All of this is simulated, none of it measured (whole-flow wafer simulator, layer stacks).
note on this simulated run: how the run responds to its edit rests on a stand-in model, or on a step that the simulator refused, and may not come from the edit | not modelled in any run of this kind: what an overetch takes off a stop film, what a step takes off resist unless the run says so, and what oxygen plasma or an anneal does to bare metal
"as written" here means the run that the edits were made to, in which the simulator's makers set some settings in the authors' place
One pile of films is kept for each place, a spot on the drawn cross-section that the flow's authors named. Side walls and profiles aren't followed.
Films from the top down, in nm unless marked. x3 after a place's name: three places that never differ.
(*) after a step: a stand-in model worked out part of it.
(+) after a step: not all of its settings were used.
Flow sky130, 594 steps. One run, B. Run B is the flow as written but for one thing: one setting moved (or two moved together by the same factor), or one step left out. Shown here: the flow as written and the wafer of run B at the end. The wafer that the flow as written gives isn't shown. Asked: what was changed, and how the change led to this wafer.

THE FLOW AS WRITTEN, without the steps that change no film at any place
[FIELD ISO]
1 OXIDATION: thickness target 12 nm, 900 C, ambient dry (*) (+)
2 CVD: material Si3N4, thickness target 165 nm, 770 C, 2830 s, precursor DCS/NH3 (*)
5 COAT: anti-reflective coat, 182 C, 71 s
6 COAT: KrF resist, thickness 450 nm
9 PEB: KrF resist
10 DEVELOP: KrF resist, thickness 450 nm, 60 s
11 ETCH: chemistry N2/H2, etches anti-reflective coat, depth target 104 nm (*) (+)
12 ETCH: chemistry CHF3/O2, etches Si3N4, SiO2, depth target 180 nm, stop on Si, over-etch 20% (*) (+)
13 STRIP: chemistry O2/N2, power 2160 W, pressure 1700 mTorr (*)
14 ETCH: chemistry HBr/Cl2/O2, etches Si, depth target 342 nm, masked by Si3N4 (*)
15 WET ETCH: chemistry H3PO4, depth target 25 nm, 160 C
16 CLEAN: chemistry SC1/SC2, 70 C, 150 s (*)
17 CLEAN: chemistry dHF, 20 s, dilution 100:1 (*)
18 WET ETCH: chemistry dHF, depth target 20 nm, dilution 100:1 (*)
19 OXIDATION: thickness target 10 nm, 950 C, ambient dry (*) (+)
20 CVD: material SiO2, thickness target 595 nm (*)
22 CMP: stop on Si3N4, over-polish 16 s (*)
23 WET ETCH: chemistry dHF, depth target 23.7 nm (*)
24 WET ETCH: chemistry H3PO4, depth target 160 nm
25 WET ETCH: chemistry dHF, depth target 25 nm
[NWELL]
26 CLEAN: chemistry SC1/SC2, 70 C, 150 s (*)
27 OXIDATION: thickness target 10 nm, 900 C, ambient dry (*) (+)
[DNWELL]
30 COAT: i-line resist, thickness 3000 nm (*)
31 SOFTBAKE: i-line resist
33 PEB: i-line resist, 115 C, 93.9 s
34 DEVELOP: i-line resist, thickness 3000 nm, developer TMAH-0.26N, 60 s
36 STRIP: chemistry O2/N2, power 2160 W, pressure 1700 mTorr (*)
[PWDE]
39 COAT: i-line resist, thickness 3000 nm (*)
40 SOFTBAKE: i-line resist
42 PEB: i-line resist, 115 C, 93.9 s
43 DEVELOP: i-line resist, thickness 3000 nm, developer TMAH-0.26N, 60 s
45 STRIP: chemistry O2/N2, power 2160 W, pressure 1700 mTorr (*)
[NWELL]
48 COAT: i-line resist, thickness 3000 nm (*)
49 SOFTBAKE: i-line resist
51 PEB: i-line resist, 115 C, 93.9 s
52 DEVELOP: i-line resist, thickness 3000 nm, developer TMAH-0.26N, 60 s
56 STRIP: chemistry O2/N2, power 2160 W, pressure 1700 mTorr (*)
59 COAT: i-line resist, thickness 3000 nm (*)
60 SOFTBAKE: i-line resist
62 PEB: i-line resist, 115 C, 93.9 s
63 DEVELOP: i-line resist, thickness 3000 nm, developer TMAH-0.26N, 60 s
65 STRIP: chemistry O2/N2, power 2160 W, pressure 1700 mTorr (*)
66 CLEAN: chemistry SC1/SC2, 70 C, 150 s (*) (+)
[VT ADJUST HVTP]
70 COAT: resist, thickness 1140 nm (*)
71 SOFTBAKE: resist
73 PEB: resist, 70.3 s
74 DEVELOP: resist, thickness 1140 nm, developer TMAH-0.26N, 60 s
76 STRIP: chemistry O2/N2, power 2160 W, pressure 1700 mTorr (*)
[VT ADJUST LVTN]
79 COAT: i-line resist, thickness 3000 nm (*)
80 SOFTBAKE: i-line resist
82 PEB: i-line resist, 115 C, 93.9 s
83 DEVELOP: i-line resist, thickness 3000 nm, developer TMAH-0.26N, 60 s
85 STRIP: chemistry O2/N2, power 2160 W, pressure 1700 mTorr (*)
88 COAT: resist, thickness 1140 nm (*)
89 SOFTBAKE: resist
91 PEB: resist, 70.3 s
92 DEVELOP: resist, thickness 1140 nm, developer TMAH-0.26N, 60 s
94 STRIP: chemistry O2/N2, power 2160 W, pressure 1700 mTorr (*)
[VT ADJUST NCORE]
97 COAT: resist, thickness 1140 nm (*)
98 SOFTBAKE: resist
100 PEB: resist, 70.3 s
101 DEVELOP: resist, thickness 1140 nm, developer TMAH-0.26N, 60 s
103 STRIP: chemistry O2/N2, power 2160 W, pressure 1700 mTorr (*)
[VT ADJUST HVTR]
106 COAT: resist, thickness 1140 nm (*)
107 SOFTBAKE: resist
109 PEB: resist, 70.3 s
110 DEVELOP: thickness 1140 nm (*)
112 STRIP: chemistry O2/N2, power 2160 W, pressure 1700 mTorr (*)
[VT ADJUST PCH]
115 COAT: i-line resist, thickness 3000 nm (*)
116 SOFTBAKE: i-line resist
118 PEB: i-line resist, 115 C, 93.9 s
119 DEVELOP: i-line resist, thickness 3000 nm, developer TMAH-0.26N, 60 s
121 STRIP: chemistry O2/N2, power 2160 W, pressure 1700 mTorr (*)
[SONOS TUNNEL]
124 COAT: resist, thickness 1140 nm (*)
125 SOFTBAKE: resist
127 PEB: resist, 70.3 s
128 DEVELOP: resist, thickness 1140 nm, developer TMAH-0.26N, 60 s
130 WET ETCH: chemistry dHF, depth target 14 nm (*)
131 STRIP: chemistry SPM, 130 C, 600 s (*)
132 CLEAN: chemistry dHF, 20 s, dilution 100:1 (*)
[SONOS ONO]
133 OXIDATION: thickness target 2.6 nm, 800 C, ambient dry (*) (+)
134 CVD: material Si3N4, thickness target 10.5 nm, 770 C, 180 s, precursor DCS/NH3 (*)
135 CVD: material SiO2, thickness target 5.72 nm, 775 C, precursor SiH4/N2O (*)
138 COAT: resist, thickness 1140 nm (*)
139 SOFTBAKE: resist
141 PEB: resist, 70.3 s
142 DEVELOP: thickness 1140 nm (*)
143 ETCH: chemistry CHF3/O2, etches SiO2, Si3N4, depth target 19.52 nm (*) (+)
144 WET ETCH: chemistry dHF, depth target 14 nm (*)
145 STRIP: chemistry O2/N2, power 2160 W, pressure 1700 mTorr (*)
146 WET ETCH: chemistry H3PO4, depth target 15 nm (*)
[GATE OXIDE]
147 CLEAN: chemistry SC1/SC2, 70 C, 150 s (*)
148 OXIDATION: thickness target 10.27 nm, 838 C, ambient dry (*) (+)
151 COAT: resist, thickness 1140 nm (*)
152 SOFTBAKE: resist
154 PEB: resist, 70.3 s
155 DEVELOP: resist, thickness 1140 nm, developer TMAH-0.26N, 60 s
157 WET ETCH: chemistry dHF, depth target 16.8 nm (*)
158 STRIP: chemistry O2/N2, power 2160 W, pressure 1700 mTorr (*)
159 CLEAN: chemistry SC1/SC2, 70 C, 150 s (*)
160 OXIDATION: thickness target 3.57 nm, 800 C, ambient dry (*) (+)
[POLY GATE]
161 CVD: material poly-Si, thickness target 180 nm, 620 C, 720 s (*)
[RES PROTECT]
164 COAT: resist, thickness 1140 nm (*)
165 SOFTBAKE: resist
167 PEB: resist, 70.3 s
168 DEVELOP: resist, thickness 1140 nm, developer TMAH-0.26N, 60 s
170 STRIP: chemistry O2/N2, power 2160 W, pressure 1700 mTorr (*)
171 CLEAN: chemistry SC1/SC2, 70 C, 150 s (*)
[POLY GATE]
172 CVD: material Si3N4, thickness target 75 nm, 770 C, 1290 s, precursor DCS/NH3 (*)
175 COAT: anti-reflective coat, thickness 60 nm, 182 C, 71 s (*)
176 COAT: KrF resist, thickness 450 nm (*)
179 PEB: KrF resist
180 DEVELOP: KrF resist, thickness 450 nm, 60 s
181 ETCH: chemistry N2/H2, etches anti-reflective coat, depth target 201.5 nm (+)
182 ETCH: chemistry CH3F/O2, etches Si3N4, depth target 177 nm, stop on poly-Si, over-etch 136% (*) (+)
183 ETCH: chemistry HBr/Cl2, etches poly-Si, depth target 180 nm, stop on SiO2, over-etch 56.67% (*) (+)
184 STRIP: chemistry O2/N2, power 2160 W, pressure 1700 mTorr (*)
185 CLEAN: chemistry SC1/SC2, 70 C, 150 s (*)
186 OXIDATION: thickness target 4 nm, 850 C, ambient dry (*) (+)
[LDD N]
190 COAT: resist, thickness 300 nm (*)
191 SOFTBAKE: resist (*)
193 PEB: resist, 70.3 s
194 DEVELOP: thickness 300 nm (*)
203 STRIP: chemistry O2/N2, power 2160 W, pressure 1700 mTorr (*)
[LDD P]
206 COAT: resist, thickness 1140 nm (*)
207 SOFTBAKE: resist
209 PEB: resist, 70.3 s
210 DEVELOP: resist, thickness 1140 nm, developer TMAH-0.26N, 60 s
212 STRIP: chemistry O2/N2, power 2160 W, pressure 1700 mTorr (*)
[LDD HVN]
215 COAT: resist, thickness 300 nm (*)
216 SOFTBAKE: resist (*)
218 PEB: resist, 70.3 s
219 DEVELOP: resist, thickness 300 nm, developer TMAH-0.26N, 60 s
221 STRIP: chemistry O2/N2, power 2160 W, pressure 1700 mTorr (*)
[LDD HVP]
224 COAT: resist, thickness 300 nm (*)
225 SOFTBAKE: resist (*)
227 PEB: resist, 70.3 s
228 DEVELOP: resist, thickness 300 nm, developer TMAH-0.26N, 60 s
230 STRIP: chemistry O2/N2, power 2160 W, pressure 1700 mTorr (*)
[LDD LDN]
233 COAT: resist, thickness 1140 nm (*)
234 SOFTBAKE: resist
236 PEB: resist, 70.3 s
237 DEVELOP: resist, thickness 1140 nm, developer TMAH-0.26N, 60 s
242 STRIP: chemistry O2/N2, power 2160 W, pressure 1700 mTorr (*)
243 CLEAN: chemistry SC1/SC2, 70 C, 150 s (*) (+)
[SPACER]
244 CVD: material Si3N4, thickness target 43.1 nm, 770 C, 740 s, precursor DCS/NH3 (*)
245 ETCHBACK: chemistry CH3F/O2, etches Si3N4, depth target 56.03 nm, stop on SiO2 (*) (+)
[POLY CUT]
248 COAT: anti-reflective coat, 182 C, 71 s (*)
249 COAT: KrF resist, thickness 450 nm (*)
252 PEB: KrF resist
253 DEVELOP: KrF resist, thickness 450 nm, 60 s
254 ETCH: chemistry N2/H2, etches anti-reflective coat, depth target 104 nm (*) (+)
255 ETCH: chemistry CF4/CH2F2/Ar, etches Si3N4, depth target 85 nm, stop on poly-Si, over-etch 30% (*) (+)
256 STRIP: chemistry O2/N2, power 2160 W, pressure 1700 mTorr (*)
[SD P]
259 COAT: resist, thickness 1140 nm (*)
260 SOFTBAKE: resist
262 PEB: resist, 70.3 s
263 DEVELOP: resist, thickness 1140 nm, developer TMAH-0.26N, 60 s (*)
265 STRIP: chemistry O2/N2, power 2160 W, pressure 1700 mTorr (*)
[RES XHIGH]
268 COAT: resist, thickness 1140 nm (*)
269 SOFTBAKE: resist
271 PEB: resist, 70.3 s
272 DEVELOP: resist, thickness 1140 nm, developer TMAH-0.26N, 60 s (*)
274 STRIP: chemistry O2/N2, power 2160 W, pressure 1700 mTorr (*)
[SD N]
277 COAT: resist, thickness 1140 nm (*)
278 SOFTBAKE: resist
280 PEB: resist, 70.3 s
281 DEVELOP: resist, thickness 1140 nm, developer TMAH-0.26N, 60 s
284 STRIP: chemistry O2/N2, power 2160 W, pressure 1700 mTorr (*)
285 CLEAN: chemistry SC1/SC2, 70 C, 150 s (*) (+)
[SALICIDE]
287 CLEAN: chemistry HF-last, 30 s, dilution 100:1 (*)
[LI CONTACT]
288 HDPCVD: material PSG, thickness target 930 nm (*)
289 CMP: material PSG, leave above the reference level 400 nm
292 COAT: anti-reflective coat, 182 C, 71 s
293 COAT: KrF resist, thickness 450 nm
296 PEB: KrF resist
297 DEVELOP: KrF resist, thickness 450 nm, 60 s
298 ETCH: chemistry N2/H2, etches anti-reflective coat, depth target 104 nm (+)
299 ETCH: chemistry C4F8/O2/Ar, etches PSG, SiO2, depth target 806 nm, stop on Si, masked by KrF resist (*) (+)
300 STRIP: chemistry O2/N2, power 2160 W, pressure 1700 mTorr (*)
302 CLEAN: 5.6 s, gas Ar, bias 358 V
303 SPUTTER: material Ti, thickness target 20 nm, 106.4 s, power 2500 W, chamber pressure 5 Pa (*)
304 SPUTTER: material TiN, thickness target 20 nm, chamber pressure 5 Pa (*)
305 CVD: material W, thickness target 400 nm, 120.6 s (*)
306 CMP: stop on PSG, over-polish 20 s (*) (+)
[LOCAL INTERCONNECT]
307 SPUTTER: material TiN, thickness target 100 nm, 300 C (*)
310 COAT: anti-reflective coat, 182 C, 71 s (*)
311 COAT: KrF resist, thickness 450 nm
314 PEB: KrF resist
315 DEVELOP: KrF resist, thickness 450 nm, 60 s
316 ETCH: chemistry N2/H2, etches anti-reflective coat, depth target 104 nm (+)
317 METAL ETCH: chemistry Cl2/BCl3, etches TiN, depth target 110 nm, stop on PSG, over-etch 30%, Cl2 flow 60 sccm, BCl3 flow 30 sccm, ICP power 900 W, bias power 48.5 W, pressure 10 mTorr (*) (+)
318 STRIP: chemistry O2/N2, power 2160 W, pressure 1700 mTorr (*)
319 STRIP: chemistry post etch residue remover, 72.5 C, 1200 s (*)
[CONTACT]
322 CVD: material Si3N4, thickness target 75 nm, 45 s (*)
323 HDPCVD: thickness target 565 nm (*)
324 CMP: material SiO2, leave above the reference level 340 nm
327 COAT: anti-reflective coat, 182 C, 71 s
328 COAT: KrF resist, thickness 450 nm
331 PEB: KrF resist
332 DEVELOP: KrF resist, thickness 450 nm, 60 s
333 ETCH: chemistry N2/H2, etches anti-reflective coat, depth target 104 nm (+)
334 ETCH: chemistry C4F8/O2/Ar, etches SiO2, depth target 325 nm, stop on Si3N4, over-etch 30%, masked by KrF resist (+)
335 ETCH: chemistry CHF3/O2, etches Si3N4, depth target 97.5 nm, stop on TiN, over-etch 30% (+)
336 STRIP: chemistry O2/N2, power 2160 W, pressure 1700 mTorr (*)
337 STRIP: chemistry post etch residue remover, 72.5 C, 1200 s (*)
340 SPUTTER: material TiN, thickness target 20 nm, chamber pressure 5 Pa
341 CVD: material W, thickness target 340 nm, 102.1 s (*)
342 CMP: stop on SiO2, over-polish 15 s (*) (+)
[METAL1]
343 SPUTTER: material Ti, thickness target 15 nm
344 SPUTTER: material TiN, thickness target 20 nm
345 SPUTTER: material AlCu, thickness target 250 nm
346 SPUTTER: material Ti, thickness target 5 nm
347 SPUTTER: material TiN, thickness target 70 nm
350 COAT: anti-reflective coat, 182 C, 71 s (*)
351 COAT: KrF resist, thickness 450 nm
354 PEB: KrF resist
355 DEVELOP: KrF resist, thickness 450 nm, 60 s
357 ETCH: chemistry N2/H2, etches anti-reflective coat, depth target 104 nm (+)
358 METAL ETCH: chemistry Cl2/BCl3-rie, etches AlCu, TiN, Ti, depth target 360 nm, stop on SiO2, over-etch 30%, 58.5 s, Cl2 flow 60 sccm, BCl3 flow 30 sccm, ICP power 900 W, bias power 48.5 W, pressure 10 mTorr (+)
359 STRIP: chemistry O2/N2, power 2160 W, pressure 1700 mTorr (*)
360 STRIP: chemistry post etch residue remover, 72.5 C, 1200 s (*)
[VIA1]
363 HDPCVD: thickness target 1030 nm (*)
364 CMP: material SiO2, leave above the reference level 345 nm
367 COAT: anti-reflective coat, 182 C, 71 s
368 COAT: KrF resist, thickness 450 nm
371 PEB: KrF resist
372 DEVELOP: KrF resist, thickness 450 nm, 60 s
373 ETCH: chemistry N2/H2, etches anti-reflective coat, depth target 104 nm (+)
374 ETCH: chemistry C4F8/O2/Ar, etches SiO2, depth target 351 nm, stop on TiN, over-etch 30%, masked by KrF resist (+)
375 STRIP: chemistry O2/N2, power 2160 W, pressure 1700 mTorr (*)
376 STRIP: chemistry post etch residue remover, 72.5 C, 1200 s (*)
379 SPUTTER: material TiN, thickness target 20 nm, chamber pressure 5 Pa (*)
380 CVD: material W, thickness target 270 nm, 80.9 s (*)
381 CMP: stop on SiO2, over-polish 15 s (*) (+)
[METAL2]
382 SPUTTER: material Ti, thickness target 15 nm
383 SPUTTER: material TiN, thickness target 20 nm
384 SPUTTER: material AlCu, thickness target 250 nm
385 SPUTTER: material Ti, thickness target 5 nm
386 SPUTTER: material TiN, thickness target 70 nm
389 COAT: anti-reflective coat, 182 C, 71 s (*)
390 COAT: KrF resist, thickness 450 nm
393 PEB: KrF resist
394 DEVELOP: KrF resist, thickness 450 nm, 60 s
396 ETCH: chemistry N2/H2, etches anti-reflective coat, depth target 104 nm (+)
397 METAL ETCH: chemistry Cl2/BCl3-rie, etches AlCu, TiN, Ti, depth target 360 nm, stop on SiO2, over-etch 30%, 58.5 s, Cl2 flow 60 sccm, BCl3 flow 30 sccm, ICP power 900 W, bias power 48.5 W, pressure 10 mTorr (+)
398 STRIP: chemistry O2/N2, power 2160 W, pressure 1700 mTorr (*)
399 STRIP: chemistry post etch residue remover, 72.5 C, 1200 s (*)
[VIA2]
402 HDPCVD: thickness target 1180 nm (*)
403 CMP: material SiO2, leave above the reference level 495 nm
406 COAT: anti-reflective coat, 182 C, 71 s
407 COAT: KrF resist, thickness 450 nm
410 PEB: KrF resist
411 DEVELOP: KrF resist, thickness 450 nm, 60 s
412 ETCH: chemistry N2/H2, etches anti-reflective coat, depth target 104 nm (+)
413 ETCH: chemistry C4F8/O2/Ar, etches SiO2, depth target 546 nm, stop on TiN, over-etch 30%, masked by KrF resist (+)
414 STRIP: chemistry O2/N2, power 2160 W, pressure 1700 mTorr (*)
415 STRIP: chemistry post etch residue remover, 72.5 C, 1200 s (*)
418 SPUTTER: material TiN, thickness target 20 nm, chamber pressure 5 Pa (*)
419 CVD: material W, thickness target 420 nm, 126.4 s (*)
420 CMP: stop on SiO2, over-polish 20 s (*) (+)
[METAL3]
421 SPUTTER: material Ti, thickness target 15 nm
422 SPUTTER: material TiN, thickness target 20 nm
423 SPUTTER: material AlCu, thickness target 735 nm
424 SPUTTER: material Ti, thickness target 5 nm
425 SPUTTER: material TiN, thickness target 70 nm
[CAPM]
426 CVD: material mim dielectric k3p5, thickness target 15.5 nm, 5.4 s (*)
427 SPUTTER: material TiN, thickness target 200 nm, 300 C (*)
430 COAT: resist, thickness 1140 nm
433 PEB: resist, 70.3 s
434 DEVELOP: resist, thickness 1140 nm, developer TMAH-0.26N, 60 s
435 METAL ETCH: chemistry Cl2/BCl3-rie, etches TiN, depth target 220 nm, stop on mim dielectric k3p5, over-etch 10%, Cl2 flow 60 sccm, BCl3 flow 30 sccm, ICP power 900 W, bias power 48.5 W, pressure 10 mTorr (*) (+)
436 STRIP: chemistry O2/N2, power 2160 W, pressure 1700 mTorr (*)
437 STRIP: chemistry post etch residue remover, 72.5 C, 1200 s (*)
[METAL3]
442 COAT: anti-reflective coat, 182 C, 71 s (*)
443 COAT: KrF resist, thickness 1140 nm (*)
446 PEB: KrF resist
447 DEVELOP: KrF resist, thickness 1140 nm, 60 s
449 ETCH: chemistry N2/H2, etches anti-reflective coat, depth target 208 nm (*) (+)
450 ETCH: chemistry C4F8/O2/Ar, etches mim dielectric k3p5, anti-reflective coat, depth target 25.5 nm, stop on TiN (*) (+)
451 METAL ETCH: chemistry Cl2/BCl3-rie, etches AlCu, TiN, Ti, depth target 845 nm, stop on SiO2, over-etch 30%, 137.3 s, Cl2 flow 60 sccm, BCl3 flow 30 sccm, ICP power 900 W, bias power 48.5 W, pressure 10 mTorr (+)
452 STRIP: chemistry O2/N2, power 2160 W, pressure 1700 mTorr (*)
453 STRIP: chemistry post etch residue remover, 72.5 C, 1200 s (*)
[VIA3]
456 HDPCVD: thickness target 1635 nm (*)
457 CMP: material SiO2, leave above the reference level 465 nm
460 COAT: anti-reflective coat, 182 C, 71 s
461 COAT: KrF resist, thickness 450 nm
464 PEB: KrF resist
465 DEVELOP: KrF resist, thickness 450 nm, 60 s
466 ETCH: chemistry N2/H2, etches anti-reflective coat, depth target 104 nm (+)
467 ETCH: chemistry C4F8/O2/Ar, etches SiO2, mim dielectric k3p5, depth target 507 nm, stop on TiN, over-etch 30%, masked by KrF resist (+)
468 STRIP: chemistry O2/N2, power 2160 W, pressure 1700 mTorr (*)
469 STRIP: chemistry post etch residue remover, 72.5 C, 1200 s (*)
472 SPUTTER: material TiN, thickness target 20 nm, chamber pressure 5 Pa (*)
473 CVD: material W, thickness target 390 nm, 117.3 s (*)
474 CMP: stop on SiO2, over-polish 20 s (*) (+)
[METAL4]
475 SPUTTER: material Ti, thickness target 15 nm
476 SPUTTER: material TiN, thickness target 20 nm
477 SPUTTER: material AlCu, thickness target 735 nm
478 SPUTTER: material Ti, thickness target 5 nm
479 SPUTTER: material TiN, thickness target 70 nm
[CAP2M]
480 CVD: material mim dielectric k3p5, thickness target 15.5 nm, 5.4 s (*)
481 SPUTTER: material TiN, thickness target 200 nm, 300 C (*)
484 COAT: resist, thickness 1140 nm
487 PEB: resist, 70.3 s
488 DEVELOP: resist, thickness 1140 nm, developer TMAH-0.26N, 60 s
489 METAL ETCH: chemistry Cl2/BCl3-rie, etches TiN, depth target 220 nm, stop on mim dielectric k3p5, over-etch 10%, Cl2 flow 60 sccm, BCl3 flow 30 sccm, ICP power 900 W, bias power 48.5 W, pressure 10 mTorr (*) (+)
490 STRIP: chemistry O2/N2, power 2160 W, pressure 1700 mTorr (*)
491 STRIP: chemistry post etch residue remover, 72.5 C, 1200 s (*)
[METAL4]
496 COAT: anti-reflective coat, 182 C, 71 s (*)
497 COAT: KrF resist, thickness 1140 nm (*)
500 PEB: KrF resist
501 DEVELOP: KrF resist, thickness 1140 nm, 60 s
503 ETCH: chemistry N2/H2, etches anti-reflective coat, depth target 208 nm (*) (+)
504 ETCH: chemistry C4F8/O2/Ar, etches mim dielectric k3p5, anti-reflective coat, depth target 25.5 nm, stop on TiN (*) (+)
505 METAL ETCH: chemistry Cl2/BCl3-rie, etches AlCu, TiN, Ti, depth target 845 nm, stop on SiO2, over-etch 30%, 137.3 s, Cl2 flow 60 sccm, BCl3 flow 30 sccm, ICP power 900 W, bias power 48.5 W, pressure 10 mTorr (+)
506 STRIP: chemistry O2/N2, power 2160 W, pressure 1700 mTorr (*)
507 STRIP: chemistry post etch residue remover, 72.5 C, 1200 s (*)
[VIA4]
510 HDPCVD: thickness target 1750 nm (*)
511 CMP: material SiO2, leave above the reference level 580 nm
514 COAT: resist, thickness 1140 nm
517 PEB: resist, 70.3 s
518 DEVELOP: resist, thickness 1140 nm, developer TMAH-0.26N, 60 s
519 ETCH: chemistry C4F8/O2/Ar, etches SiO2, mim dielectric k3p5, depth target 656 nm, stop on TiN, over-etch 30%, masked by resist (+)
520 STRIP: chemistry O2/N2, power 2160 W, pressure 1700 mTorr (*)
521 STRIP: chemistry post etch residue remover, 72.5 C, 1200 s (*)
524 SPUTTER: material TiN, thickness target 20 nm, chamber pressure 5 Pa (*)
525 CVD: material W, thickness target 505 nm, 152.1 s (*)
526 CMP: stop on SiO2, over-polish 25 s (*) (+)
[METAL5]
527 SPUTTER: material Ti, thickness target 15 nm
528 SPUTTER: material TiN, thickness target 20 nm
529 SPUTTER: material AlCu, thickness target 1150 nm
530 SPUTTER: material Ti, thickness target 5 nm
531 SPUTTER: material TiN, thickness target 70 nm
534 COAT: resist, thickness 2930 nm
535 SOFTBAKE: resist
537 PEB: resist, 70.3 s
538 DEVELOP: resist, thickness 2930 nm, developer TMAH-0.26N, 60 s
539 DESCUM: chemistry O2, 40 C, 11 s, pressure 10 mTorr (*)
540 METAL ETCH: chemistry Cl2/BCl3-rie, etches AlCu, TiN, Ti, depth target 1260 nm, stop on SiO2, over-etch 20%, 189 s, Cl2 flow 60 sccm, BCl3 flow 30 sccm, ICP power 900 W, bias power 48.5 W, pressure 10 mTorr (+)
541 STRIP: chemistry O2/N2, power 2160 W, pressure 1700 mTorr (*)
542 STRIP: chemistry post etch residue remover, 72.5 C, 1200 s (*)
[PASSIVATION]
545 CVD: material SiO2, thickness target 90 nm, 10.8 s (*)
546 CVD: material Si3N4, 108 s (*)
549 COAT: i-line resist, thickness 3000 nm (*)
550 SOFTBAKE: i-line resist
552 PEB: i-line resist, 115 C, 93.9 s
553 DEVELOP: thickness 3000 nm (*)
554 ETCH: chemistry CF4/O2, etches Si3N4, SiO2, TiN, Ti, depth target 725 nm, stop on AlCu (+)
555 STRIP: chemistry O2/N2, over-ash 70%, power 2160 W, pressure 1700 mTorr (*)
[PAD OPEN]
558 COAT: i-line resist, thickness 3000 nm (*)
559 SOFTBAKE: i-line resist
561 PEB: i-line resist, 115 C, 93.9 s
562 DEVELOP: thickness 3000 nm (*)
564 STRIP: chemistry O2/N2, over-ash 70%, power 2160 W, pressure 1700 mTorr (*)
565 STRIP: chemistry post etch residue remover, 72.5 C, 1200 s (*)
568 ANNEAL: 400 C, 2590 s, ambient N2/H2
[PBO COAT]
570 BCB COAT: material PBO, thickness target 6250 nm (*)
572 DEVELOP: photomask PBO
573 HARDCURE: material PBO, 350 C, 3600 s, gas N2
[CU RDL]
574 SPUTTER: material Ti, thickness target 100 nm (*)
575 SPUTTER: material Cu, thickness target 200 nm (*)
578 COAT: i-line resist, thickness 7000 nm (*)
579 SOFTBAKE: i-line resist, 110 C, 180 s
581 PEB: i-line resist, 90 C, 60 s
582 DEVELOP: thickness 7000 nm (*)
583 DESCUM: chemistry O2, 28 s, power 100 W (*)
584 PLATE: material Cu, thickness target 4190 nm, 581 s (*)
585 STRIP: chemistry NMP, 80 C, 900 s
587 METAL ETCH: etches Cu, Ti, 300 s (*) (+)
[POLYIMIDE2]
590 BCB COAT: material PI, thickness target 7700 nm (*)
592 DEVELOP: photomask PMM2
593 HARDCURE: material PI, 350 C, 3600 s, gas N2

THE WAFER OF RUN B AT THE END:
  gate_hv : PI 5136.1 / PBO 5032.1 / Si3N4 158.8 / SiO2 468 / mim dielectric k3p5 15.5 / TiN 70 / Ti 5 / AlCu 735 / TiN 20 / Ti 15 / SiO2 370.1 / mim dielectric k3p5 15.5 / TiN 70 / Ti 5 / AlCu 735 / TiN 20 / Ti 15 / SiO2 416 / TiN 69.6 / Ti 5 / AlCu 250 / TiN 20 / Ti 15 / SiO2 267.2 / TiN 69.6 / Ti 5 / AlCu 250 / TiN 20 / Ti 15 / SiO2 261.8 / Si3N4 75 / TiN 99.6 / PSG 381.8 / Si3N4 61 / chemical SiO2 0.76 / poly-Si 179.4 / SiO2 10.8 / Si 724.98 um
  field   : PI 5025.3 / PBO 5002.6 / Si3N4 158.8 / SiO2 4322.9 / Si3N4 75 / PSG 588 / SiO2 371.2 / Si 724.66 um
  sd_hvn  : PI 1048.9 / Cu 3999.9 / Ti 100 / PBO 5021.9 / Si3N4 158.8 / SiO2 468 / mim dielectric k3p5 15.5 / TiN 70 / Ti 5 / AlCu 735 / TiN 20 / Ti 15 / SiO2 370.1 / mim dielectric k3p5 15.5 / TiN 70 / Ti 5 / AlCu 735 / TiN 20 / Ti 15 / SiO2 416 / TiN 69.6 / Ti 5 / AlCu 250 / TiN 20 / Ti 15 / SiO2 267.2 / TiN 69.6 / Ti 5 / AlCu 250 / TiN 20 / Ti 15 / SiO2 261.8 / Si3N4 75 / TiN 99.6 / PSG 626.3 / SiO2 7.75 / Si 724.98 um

The cause: step 511, CMP: leave above the reference level 464 nm was run, where the flow has leave above the reference level 580 nm.

How the change led to this, step by step:
  511 CMP: material SiO2, leave above the reference level 580 nm
      n_well, p_well, gate_hv and 99 more: SiO2 -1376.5 (as written it would be: SiO2 -1260.5)
      field, active, gate and 77 more: SiO2 -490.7 (as written it would be: SiO2 -374.7)
      (and at 11 more places)
  519 ETCH: chemistry C4F8/O2/Ar, etches SiO2, mim dielectric k3p5, depth target 656 nm, stop on TiN, over-etch 30%, masked by resist (+)
      field, active, n_well and 188 more: resist -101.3 (as written it would be: resist -131.2)
      m1: SiO2 -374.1 (all of it), mim dielectric k3p5 -15.5 (all of it) (as written it would be: SiO2 -490.1 (all of it), mim dielectric k3p5 -15.5 (all of it))
      (and at 1 more place)
  520 STRIP: chemistry O2/N2, power 2160 W, pressure 1700 mTorr (*)
      field, active, n_well and 188 more: resist -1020 (all of it) (as written it would be: resist -990.1 (all of it))
  524 SPUTTER: material TiN, thickness target 20 nm, chamber pressure 5 Pa (*)
      m1, via4_hole: TiN +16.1 (as written it would be: TiN +15.3)
  525 CVD: material W, thickness target 505 nm, 152.1 s (*)
      m1: W +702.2 (new film) (as written it would be: W +1015.8 (new film))
      via4_hole: W +703.3 (new film) (as written it would be: W +1015.2 (new film))
  526 CMP: stop on SiO2, over-polish 25 s (*) (+)
      m1: W -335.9 (as written it would be: W -532.7)
      via4_hole: W -337.6 (as written it would be: W -532.7)
